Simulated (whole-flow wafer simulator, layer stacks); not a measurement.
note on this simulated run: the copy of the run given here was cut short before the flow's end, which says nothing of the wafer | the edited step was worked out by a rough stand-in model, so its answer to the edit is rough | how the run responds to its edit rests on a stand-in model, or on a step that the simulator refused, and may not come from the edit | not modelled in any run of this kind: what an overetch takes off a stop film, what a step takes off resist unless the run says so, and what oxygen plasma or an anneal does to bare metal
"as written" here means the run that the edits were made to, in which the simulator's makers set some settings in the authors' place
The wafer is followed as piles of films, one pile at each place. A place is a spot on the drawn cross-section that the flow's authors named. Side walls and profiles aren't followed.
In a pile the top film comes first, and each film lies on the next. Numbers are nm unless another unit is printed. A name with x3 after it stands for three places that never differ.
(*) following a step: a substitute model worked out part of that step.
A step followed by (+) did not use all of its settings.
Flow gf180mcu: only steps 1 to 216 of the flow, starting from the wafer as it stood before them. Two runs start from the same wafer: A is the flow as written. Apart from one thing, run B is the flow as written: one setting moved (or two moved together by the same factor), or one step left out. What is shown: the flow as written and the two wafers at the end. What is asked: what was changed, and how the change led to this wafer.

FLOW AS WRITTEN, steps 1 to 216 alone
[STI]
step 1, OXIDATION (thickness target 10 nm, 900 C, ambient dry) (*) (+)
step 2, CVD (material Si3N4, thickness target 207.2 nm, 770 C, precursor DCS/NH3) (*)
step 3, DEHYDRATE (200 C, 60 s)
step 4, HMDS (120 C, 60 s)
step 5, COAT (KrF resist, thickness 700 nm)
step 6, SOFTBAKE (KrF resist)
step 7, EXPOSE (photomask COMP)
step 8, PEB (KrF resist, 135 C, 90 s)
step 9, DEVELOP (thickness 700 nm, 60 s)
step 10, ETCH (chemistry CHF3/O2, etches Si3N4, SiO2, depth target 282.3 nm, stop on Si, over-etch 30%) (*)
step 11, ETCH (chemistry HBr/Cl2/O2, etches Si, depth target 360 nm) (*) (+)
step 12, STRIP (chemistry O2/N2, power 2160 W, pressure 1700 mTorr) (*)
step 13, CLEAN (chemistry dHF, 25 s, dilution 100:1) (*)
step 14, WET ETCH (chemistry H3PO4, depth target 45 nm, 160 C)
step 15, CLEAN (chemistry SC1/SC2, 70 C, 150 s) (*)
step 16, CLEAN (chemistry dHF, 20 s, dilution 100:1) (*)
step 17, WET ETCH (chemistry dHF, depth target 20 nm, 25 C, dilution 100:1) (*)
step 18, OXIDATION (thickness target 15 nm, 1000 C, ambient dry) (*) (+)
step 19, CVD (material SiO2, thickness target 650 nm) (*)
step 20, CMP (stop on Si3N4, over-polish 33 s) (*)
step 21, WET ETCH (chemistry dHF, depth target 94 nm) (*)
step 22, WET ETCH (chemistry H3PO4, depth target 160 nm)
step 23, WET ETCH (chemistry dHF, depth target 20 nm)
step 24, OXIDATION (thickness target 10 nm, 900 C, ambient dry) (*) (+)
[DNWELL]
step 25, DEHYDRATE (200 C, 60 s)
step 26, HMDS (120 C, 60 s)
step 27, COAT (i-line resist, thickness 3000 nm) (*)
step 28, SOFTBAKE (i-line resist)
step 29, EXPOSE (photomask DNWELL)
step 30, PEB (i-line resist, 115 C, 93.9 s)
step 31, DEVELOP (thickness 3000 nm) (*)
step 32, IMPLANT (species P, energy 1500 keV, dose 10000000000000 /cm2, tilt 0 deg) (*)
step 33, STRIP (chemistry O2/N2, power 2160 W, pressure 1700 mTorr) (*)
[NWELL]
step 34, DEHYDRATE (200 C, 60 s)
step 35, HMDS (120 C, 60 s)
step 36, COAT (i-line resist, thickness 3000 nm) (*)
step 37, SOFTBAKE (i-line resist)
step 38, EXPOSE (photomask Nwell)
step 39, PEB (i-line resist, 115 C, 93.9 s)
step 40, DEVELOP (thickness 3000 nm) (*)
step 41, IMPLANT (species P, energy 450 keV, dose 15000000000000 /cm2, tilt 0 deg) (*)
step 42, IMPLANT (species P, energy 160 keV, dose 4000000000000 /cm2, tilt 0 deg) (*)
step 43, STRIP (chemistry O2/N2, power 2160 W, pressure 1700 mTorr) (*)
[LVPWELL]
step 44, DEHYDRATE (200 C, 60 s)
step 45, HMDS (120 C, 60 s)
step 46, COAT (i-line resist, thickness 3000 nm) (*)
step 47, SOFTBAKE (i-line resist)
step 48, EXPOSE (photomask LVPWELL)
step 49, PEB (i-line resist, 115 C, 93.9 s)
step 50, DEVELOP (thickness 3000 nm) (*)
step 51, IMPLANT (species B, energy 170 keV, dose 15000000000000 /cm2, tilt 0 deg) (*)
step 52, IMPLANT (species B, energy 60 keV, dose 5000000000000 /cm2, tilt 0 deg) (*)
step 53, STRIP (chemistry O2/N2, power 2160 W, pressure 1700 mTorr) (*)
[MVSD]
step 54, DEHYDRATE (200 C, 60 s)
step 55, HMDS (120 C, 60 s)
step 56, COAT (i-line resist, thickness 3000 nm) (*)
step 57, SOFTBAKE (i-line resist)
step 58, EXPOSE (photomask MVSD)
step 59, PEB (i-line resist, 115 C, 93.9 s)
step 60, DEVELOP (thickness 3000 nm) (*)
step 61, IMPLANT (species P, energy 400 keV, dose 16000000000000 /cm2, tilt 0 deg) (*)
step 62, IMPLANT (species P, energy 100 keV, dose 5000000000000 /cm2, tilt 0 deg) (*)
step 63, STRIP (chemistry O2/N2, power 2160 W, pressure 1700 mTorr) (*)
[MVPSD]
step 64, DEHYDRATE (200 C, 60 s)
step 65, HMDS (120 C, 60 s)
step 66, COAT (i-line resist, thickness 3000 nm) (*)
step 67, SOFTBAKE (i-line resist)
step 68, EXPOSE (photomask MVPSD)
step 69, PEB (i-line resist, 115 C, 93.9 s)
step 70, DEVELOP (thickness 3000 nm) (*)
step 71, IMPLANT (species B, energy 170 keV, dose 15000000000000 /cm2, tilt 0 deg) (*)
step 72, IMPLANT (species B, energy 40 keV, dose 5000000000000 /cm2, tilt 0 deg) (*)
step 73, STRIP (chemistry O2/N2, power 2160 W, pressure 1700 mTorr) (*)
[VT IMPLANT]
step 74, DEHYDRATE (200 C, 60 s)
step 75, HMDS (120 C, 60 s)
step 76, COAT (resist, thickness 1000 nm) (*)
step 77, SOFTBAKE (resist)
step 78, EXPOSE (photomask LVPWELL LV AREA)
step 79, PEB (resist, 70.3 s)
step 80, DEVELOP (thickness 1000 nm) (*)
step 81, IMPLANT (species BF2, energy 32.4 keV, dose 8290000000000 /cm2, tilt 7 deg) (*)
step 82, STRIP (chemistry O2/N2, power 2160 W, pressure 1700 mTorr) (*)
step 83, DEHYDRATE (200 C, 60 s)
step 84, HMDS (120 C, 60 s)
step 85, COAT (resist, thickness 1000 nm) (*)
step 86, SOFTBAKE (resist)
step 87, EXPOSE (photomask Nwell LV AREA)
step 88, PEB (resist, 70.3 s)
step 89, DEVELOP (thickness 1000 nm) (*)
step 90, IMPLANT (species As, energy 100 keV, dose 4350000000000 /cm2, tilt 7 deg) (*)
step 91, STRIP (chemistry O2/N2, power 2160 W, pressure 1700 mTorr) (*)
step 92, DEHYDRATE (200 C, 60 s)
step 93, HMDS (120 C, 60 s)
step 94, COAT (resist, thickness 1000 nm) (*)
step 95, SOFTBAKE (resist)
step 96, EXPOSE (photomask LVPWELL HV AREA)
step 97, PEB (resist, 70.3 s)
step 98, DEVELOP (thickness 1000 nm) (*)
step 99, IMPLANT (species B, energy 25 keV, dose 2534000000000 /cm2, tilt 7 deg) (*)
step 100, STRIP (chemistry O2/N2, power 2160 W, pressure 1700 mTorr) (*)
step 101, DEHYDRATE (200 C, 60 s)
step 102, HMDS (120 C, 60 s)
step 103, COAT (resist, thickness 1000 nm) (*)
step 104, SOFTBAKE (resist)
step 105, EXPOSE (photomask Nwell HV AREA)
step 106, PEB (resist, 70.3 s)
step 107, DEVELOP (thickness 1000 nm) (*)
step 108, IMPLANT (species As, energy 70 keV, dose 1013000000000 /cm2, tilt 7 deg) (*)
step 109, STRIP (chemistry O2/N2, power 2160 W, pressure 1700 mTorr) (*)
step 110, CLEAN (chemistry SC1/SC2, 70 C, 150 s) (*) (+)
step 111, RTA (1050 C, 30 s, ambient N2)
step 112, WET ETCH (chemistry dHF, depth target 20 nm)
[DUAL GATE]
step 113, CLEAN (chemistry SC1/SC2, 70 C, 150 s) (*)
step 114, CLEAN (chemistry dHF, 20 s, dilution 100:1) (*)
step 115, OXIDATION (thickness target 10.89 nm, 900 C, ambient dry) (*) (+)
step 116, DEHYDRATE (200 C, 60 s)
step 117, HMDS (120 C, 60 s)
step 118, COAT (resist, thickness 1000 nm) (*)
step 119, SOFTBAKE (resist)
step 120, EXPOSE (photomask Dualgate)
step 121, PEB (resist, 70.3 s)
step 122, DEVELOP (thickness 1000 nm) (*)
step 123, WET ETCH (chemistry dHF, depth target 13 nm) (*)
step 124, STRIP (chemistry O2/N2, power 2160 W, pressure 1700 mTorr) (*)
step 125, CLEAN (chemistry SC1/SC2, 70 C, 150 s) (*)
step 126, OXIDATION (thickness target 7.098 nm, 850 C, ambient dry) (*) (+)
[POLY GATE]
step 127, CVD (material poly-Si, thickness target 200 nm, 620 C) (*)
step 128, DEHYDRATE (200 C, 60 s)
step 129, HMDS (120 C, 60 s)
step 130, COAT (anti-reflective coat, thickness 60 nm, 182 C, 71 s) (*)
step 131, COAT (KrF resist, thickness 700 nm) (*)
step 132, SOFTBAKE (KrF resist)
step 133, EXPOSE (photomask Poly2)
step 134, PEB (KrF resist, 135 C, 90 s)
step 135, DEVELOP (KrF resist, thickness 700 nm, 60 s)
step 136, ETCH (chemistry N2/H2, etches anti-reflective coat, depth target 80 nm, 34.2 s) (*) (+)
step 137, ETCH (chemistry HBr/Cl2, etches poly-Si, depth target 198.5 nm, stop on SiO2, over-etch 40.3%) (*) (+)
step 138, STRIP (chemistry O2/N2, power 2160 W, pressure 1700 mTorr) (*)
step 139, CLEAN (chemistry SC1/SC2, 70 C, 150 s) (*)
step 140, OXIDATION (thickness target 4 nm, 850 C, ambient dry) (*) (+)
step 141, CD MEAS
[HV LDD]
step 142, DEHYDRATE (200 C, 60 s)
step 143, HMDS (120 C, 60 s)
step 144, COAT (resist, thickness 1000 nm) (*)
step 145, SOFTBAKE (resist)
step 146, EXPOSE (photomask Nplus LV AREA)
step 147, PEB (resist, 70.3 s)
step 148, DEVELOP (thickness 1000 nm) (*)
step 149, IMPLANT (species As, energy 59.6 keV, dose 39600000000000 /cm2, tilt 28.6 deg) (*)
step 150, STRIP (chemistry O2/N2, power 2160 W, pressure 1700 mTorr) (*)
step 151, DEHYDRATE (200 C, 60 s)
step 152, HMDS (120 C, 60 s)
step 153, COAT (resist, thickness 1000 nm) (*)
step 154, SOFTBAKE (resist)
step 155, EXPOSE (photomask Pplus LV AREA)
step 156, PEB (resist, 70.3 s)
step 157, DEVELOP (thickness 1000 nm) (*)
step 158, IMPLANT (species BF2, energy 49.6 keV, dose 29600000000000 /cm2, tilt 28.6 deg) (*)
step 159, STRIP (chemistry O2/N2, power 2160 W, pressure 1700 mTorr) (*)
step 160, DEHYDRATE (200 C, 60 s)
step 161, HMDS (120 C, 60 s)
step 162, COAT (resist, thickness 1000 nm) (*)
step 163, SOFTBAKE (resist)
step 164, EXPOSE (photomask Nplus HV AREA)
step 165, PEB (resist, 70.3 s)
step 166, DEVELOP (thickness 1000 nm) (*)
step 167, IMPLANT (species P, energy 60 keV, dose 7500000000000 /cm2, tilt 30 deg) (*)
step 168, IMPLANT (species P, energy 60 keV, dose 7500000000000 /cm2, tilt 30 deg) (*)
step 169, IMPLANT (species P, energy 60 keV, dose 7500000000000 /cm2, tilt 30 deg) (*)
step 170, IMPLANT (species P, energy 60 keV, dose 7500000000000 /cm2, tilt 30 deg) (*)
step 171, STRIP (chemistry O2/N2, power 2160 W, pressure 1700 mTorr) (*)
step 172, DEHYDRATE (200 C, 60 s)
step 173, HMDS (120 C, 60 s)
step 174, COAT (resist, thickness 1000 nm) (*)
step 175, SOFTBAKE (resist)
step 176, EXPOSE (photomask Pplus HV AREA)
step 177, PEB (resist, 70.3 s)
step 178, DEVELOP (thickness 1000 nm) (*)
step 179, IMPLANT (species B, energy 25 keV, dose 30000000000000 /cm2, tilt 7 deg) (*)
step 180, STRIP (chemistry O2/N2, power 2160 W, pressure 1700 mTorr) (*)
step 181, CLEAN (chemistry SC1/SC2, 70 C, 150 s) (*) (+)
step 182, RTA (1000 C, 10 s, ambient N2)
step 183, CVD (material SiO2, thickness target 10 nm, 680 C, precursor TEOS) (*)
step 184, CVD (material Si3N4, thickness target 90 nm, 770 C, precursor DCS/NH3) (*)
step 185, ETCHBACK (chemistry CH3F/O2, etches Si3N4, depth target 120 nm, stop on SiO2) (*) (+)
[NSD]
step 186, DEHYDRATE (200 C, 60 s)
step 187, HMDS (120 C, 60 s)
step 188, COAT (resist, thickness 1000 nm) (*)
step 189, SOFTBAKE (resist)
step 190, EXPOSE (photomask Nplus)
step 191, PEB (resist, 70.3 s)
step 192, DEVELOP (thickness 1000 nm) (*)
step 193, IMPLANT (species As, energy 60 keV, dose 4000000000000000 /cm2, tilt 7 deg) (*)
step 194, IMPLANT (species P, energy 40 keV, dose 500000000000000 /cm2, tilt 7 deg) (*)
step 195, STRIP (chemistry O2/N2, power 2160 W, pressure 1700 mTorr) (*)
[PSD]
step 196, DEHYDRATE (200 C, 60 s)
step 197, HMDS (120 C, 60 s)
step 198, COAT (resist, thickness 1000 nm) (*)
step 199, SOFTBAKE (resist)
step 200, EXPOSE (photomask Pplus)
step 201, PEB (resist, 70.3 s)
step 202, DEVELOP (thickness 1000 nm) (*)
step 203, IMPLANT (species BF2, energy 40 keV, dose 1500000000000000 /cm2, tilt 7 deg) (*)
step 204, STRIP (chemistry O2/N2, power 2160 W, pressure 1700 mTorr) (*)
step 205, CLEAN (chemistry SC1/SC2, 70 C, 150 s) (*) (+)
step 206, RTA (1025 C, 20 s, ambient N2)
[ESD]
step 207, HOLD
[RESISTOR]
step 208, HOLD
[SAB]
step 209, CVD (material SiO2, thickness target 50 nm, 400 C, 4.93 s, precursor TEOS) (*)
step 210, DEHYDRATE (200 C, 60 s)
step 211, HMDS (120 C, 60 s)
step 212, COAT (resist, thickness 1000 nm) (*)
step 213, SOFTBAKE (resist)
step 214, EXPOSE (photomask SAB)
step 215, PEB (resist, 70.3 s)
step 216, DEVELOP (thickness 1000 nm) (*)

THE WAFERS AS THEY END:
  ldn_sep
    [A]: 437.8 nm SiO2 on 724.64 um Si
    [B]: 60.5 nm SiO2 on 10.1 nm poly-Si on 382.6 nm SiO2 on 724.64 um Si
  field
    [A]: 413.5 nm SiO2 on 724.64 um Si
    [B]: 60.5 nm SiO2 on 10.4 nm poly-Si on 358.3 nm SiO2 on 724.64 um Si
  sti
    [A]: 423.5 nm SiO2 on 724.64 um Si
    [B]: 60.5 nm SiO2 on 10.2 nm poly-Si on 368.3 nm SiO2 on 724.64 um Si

The reason: step 127, CVD: thickness target 292 nm was run, whereas the flow has thickness target 200 nm.

Step by step, how the change led to this:
  step 127, CVD (material poly-Si, thickness target 200 nm, 620 C) (*)
      field, field__w1, field__w2 and 89 more: A poly-Si gains 200 (new film) | B poly-Si gains 292 (new film)
  step 137, ETCH (chemistry HBr/Cl2, etches poly-Si, depth target 198.5 nm, stop on SiO2, over-etch 40.3%) (*) (+)
      field__w3, field__w12, field_sub and 14 more: A poly-Si loses 199 (all of it), SiO2 loses 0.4 | B poly-Si loses 278.5
      field__w6, sti, m1 and 11 more: A poly-Si loses 198.8 (all of it), SiO2 loses 0.4 | B poly-Si loses 278.5
      (and at 33 other places as well)
  step 138, STRIP (chemistry O2/N2, power 2160 W, pressure 1700 mTorr) (*)
      field, field__w1, field__w2 and 61 more: A nothing | B chemical SiO2 gains 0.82 (new film), poly-Si loses 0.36
  step 139, CLEAN (chemistry SC1/SC2, 70 C, 150 s) (*)
      field, field__w1, field__w2 and 34 more: A SiO2 loses 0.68 | B chemical SiO2 loses 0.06, poly-Si loses 0.27
  step 140, OXIDATION (thickness target 4 nm, 850 C, ambient dry) (*) (+)
      field, field__w1, field__w2 and 21 more: A SiO2 gains 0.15, Si loses 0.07 | B SiO2 gains 4 (new film), chemical SiO2 loses 0.76 (all of it), poly-Si loses 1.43
      active_hv, active_nat, ld_sd_n and 11 more: A SiO2 gains 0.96, Si loses 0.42 | B SiO2 gains 4 (new film), chemical SiO2 loses 0.76 (all of it), poly-Si loses 1.43
      (and at 26 other places as well)
  step 144, COAT (resist, thickness 1000 nm) (*)
      polyc_n, polyc_p: A resist gains 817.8 (new film) | B resist gains 753.9 (new film)
      field_sub__w4: A resist gains 1047.7 (new film) | B resist gains 1070.5 (new film)
      (and at 30 other places as well)
  step 145, SOFTBAKE (resist)
      field: A resist loses 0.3 | B resist gains 3.68
      active_hv: A resist gains 0.44 | B resist loses 1.47
      (and at 74 other places as well)
  step 147, PEB (resist, 70.3 s)
      polyc_n, polyc_n_rim, polyc_p, polyc_p_rim: A resist loses 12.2 | B resist loses 11
      ldn_ch, ldn_acc, ldp_ch, ldp_acc: A resist loses 13 | B resist loses 11.9
      (and at 27 other places as well)
  step 148, DEVELOP (thickness 1000 nm) (*)
      gate: A resist loses 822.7 (all of it) | B resist loses 758.4 (all of it)
      npoly_u: A resist loses 821.5 (all of it) | B resist loses 759.2 (all of it)
      (and at 3 other places as well)
  step 150, STRIP (chemistry O2/N2, power 2160 W, pressure 1700 mTorr) (*)
      field: A resist loses 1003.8 (all of it) | B resist loses 1027.7 (all of it)
      field_sub__w4: A resist loses 1030.9 (all of it) | B resist loses 1053.3 (all of it)
      (and at 26 other places as well)
  step 153, COAT (resist, thickness 1000 nm) (*)
      polyc_n, polyc_p: A resist gains 817.8 (new film) | B resist gains 753.9 (new film)
      field_sub__w4: A resist gains 1047.7 (new film) | B resist gains 1070.5 (new film)
      (and at 30 other places as well)
  step 154, SOFTBAKE (resist)
      field: A resist loses 0.3 | B resist gains 3.68
      active_hv: A resist gains 0.44 | B resist loses 1.47
      (and at 74 other places as well)
  step 156, PEB (resist, 70.3 s)
      polyc_n, polyc_n_rim, polyc_p, polyc_p_rim: A resist loses 12.2 | B resist loses 11
      ldn_ch, ldn_acc, ldp_ch, ldp_acc: A resist loses 13 | B resist loses 11.9
      (and at 27 other places as well)
  step 157, DEVELOP (thickness 1000 nm) (*)
      gate_p: A resist loses 828.7 (all of it) | B resist loses 765.8 (all of it)
      ppoly_u: A resist loses 827 (all of it) | B resist loses 767 (all of it)
      (and at 3 other places as well)
  step 159, STRIP (chemistry O2/N2, power 2160 W, pressure 1700 mTorr) (*)
      field: A resist loses 1003.8 (all of it) | B resist loses 1027.7 (all of it)
      field_sub__w4: A resist loses 1030.9 (all of it) | B resist loses 1053.3 (all of it)
      (and at 26 other places as well)
  step 162, COAT (resist, thickness 1000 nm) (*)
      polyc_n, polyc_p: A resist gains 817.8 (new film) | B resist gains 753.9 (new film)
      field_sub__w4: A resist gains 1047.7 (new film) | B resist gains 1070.5 (new film)
      (and at 30 other places as well)
  ... another 23 steps ...
  step 216, DEVELOP (thickness 1000 nm) (*)
      field__w3, field__w12: A resist loses 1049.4 (all of it) | B resist loses 1072.8 (all of it)
      field__w2: A resist loses 1035.2 (all of it) | B resist loses 1059 (all of it)
      (and at 43 other places as well)
